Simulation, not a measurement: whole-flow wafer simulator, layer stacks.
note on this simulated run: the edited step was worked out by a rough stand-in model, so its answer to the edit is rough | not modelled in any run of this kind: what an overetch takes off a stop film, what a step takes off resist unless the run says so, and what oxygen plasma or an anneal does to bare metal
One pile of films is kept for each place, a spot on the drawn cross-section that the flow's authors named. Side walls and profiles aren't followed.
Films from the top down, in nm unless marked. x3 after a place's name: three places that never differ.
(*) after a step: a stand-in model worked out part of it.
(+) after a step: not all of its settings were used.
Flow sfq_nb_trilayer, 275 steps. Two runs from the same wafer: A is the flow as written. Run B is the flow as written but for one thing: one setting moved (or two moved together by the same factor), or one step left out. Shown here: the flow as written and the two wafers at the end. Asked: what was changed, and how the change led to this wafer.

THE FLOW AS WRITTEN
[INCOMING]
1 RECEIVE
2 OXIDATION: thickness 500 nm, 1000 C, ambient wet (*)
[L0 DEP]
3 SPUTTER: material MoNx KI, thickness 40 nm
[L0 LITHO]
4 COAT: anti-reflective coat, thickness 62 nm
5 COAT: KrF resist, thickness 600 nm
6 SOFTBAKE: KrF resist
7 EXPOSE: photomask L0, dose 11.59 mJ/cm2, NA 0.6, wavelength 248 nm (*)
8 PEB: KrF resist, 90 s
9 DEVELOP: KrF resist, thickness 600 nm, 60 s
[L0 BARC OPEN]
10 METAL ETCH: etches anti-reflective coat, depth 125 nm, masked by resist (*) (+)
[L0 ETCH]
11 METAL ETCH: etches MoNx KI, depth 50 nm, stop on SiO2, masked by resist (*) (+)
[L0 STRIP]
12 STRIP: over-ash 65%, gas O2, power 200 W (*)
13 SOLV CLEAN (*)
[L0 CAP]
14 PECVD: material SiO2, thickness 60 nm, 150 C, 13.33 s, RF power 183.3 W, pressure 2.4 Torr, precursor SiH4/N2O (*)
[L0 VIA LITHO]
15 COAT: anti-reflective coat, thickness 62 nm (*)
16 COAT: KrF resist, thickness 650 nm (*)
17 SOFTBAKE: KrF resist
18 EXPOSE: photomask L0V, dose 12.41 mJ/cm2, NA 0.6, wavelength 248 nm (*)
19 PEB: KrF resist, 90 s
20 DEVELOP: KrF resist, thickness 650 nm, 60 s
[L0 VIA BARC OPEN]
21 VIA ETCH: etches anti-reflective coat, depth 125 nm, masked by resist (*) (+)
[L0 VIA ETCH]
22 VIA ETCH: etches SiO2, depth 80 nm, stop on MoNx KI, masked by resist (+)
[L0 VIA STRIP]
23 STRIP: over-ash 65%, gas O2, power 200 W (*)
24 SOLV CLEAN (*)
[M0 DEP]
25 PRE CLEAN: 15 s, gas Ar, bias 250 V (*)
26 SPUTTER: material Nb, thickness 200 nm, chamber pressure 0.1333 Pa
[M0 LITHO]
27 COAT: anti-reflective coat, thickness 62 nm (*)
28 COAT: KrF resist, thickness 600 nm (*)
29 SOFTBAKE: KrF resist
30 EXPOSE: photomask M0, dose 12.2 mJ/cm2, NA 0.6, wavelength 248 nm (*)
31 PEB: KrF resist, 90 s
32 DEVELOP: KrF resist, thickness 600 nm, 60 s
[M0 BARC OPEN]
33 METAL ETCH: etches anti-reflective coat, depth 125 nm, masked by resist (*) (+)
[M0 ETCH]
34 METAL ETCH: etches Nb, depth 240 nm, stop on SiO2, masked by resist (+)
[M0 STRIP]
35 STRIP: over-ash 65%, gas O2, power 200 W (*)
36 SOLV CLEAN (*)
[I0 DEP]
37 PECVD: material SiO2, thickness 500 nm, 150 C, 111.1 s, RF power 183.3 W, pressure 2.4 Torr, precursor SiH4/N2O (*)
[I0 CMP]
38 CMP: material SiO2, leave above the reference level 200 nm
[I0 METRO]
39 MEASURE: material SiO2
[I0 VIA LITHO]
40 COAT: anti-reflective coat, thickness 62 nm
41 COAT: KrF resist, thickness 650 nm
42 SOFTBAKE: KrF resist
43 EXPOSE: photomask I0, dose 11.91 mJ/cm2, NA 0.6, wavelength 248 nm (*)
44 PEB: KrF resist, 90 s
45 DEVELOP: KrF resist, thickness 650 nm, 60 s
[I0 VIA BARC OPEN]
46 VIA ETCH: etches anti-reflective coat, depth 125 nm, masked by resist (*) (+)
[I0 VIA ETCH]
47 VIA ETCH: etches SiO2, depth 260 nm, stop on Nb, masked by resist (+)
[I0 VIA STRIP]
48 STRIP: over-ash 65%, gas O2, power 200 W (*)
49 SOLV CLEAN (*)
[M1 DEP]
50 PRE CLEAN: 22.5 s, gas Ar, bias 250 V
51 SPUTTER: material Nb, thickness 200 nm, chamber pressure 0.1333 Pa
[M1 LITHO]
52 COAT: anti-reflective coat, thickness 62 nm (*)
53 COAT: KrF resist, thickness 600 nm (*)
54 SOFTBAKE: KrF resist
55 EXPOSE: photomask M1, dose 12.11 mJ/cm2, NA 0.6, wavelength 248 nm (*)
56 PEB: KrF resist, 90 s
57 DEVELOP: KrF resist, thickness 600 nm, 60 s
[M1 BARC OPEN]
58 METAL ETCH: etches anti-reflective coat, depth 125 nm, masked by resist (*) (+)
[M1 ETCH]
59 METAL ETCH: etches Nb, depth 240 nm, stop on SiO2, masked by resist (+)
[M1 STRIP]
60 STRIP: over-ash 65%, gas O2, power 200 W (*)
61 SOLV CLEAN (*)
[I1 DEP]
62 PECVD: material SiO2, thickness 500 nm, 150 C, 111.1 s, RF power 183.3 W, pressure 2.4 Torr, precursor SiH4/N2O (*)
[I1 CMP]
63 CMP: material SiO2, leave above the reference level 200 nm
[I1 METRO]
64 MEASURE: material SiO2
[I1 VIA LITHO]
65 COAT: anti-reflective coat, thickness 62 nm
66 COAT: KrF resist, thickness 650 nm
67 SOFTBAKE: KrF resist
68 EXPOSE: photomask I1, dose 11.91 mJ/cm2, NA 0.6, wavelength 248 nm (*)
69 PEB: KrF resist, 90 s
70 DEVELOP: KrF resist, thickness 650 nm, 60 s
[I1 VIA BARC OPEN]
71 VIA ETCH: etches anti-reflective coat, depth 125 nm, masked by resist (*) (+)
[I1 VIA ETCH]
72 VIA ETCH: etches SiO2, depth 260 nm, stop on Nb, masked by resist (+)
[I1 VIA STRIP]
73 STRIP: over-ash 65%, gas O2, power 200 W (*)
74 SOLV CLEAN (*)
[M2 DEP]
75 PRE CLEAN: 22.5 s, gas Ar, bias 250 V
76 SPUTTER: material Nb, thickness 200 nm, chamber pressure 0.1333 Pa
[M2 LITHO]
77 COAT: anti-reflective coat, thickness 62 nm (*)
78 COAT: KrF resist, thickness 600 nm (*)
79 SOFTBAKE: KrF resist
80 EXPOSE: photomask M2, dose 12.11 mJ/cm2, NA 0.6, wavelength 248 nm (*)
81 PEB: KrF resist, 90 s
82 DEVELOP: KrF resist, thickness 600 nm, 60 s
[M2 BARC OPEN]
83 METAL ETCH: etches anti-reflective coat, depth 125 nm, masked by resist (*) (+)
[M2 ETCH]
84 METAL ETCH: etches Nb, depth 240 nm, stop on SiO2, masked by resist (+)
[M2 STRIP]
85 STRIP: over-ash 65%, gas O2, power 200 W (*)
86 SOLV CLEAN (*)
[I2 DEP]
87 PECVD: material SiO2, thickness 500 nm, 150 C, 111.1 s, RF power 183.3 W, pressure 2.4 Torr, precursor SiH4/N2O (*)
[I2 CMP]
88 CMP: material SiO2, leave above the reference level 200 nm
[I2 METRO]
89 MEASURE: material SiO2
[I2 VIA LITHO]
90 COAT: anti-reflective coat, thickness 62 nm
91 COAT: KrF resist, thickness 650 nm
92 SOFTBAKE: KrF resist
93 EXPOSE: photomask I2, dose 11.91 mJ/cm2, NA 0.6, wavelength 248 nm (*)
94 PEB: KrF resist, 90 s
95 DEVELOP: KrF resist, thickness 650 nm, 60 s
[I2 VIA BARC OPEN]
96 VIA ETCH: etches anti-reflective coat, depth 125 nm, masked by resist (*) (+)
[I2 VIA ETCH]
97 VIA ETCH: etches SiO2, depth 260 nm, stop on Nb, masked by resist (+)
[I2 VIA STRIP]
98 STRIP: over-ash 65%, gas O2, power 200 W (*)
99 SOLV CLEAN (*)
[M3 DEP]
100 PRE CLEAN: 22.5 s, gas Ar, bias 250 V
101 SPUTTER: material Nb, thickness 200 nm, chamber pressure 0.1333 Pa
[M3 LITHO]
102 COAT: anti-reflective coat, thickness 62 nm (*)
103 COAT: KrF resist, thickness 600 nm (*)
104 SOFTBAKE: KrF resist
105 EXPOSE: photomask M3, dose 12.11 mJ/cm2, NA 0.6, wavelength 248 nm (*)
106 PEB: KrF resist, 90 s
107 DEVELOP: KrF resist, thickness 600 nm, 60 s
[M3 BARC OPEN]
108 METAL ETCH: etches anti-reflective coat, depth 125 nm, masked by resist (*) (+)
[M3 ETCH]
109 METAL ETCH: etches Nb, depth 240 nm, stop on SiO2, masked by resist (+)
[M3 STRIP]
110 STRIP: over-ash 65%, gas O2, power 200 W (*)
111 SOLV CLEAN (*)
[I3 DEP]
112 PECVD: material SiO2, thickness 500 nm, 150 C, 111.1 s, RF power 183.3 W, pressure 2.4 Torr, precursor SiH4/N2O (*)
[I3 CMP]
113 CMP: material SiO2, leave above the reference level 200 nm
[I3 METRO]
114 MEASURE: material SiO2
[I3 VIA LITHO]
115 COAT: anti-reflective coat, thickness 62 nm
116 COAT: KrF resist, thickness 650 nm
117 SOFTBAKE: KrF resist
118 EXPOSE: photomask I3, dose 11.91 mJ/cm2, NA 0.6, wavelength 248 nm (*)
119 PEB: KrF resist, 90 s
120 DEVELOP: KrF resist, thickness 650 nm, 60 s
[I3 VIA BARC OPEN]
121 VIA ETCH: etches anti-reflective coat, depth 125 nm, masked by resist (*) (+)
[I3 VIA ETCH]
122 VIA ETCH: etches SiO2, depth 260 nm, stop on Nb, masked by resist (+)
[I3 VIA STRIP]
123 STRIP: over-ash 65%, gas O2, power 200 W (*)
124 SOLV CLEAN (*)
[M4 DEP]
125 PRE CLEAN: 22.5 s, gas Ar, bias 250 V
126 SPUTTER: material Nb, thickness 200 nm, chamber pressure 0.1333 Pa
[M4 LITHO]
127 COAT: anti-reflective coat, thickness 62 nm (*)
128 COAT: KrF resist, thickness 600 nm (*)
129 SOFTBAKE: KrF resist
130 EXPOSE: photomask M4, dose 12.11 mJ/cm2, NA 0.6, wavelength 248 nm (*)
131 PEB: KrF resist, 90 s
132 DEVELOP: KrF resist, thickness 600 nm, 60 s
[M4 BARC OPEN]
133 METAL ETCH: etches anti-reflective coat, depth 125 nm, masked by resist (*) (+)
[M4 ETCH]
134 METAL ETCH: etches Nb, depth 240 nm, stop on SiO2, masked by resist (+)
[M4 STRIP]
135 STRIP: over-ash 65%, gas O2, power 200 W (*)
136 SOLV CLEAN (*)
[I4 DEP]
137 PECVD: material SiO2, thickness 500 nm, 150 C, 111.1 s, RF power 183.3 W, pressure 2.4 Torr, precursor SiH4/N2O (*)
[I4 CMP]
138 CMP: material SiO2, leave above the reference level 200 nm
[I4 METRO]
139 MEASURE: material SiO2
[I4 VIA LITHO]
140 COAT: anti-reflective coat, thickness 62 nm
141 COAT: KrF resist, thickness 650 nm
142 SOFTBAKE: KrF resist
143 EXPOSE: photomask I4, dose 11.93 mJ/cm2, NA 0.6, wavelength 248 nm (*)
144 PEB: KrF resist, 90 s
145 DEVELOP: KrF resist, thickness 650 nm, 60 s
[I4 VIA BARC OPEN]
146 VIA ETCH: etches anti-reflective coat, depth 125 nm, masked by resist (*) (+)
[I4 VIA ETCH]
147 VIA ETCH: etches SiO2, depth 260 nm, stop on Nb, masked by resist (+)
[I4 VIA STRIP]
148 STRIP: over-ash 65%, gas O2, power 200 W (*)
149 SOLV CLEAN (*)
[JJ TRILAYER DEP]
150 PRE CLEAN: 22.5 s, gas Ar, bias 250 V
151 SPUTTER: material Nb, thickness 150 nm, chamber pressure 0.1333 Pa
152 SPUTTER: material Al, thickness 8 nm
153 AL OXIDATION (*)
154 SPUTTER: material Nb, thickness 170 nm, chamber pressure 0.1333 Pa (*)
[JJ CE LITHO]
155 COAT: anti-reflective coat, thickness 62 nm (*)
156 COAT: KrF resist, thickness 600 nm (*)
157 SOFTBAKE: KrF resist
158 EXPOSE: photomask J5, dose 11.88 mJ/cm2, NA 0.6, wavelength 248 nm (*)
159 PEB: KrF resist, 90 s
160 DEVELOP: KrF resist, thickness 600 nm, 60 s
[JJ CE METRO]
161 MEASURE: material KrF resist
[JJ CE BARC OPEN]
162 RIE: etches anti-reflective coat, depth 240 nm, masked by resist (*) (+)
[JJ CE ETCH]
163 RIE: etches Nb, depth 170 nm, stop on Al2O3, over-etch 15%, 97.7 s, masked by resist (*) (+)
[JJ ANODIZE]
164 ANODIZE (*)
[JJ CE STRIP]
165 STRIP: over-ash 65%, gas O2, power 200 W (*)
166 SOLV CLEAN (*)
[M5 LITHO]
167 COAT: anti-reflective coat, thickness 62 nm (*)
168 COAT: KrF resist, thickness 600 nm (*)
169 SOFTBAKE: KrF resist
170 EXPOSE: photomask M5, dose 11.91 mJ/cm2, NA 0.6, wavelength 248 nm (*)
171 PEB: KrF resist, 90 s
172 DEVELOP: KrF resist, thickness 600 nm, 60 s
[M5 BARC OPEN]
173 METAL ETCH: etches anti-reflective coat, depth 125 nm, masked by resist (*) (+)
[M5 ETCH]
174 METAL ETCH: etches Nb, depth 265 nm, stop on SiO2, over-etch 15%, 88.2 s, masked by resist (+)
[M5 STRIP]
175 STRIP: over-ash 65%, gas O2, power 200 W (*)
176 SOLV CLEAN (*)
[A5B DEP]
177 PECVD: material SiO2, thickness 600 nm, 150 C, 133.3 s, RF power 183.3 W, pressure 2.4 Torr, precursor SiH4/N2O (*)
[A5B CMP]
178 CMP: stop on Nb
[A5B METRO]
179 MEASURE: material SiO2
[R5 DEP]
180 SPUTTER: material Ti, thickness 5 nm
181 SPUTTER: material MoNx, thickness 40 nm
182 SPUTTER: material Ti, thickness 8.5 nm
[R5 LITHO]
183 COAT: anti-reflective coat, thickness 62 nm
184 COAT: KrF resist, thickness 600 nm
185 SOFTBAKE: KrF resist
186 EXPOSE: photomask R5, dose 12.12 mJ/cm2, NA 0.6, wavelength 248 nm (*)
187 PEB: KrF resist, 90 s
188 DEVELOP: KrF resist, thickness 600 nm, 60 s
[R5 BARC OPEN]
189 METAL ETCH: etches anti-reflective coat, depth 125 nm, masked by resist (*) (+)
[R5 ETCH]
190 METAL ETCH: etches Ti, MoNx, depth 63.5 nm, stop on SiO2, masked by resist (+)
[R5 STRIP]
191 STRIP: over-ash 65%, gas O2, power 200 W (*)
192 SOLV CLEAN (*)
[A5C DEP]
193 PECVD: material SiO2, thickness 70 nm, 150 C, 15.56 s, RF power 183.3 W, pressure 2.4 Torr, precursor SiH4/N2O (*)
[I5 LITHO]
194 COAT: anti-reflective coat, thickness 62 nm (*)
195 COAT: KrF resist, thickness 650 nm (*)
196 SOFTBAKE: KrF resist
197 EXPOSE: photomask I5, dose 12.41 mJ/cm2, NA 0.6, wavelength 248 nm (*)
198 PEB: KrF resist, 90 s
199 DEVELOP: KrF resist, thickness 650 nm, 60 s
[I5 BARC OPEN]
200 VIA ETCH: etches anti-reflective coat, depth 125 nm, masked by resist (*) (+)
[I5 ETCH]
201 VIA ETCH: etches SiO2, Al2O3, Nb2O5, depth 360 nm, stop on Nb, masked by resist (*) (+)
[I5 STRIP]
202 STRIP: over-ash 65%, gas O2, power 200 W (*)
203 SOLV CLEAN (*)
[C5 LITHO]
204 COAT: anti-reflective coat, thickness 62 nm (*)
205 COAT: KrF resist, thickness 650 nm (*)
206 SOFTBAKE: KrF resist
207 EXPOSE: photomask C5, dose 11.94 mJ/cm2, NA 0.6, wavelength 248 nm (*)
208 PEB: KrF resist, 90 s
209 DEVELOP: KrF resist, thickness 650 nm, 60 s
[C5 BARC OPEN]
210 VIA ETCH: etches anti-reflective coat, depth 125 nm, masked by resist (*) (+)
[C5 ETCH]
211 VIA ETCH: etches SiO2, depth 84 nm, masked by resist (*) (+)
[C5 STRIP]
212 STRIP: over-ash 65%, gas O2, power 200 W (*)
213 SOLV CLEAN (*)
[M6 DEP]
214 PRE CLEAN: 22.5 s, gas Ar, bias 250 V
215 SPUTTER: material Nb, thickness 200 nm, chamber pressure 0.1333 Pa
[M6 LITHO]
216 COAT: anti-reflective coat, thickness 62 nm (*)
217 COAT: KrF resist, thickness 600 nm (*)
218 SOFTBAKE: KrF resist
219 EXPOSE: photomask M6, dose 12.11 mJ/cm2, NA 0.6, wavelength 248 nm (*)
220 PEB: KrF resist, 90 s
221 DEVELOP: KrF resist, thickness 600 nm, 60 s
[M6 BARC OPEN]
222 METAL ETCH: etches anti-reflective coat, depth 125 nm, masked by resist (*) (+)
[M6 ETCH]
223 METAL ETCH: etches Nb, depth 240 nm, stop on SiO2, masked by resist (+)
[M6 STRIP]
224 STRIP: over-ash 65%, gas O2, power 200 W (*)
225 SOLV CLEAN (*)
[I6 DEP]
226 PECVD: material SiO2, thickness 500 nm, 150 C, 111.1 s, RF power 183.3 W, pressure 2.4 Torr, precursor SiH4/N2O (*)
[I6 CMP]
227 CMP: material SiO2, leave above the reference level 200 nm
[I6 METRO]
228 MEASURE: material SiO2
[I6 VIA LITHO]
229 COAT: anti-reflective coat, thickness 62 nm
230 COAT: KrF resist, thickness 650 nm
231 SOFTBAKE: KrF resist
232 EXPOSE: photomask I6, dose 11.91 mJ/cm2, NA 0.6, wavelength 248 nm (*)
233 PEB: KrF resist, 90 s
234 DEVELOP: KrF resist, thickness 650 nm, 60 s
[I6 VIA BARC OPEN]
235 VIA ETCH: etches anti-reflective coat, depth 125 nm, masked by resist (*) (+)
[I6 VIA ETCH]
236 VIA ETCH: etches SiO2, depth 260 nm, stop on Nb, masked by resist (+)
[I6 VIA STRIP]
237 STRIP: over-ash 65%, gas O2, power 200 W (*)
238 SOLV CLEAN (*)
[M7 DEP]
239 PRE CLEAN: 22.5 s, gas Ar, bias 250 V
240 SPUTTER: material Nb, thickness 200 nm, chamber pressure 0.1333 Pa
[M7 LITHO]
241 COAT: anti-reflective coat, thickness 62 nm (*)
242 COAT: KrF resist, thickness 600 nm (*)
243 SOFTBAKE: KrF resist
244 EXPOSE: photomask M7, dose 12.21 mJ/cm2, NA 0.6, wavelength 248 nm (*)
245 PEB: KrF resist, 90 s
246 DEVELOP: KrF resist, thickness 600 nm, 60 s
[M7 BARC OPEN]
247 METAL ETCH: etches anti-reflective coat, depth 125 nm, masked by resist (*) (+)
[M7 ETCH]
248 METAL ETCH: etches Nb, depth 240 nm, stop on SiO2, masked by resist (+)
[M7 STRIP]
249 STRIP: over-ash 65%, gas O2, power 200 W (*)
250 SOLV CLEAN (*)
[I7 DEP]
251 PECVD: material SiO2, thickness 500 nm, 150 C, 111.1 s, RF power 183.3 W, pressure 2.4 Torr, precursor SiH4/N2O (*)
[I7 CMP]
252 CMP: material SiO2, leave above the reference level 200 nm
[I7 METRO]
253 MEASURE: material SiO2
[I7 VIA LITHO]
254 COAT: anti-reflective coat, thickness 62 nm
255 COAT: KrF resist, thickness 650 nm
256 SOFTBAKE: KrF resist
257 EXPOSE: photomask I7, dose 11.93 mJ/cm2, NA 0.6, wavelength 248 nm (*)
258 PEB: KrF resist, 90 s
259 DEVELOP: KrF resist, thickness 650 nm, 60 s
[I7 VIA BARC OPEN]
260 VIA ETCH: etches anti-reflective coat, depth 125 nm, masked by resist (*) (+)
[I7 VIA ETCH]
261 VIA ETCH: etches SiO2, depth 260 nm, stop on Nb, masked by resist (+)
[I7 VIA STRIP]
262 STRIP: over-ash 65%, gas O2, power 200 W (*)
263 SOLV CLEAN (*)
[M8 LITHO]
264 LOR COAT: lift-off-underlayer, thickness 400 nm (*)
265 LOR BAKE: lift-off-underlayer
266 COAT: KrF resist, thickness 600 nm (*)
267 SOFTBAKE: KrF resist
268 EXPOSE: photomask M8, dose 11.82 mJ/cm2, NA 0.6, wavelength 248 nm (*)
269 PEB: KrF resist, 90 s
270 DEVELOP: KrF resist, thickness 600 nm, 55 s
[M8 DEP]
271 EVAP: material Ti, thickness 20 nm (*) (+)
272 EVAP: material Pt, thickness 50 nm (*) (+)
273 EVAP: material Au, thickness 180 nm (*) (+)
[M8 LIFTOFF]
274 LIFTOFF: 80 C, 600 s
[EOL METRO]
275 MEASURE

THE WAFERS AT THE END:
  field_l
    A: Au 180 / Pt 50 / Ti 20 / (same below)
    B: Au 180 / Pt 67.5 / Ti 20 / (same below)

The cause: step 272, EVAP: thickness 67.5 nm was run, where the flow has thickness 50 nm.
It can be read off the wafer: field_l has Pt 67.5, and step 272 as written asks for 50 nm.

How the change led to this, step by step:
  272 EVAP: material Pt, thickness 50 nm (*) (+)
      field_l, v_sur, via_wl and 103 more: A Pt +50 (new film) | B Pt +67.5 (new film)
  274 LIFTOFF: 80 C, 600 s
      p4_fl x3, p4_w1 x9, p4_g1 x2 and 60 more: A Au -180 (all of it), Pt -50 (all of it), Ti -20 (all of it), KrF resist -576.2 (all of it), lift-off-underlayer -400 (all of it) | B Au -180 (all of it), Pt -67.5 (all of it), Ti -20 (all of it), KrF resist -576.2 (all of it), lift-off-underlayer -400 (all of it)
      c5j, ce_r: A Au -180 (all of it), Pt -50 (all of it), Ti -20 (all of it), KrF resist -573.3 (all of it), lift-off-underlayer -399.3 (all of it) | B Au -180 (all of it), Pt -67.5 (all of it), Ti -20 (all of it), KrF resist -573.3 (all of it), lift-off-underlayer -399.3 (all of it)
      (and at 19 more places)
